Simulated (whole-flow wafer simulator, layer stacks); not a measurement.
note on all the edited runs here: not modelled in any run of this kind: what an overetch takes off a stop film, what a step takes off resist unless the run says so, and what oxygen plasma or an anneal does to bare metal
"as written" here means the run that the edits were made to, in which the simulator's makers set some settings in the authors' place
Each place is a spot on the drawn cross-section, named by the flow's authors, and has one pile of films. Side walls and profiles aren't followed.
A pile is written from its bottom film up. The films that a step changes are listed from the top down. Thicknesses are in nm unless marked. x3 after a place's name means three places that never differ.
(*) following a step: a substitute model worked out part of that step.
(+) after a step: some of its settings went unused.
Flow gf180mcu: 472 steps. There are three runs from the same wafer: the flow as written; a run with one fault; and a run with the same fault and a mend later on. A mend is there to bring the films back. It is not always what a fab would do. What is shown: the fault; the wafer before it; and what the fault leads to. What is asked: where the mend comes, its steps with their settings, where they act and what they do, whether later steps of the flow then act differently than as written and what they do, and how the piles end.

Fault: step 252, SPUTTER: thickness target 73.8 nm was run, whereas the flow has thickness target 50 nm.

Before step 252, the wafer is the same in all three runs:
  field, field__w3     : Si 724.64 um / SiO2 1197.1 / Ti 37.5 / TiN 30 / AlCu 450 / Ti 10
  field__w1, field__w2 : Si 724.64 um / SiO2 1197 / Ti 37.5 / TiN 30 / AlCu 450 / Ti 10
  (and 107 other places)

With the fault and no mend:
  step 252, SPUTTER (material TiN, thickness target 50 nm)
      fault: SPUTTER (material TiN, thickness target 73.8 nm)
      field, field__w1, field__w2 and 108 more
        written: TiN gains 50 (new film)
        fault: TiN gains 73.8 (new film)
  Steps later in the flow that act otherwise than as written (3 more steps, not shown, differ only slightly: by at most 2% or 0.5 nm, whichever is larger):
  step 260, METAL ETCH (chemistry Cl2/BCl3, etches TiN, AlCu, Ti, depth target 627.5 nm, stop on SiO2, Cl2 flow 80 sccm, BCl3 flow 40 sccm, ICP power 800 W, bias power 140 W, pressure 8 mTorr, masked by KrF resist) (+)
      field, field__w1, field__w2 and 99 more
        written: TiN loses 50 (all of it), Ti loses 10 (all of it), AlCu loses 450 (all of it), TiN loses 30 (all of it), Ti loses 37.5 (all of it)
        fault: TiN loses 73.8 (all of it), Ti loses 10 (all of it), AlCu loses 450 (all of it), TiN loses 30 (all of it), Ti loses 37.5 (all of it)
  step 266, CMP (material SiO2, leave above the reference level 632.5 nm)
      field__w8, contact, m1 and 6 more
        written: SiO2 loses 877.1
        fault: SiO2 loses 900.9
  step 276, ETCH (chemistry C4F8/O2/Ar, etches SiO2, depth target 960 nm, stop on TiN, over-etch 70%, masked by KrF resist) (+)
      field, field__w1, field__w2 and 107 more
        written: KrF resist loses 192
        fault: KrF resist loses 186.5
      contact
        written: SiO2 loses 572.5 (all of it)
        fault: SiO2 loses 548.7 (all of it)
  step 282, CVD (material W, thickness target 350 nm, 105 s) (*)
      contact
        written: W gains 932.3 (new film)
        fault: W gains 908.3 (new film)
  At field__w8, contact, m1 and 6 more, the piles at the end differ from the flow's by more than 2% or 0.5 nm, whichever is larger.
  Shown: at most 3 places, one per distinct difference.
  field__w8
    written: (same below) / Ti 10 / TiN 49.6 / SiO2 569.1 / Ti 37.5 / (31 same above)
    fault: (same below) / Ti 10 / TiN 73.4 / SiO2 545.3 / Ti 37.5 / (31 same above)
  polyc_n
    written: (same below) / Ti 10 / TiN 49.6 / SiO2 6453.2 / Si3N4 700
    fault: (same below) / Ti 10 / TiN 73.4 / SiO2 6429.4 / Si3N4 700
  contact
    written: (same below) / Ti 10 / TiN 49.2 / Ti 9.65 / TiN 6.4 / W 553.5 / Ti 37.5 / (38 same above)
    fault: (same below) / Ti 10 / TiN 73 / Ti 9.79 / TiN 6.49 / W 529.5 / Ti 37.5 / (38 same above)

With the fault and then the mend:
  The mend follows step 252.
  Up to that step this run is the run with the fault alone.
  step 252a, METAL ETCH (chemistry Cl2/BCl3, etches TiN, AlCu, Ti, depth target 23.8 nm, Cl2 flow 80 sccm, BCl3 flow 40 sccm, ICP power 800 W, bias power 140 W, pressure 8 mTorr)
      field, field__w1, field__w2 and 108 more
        TiN loses 23.8
  Every later step of the flow that is run acts as written at every place that is followed.
  The piles end the same as the flow's at every place that both follow.
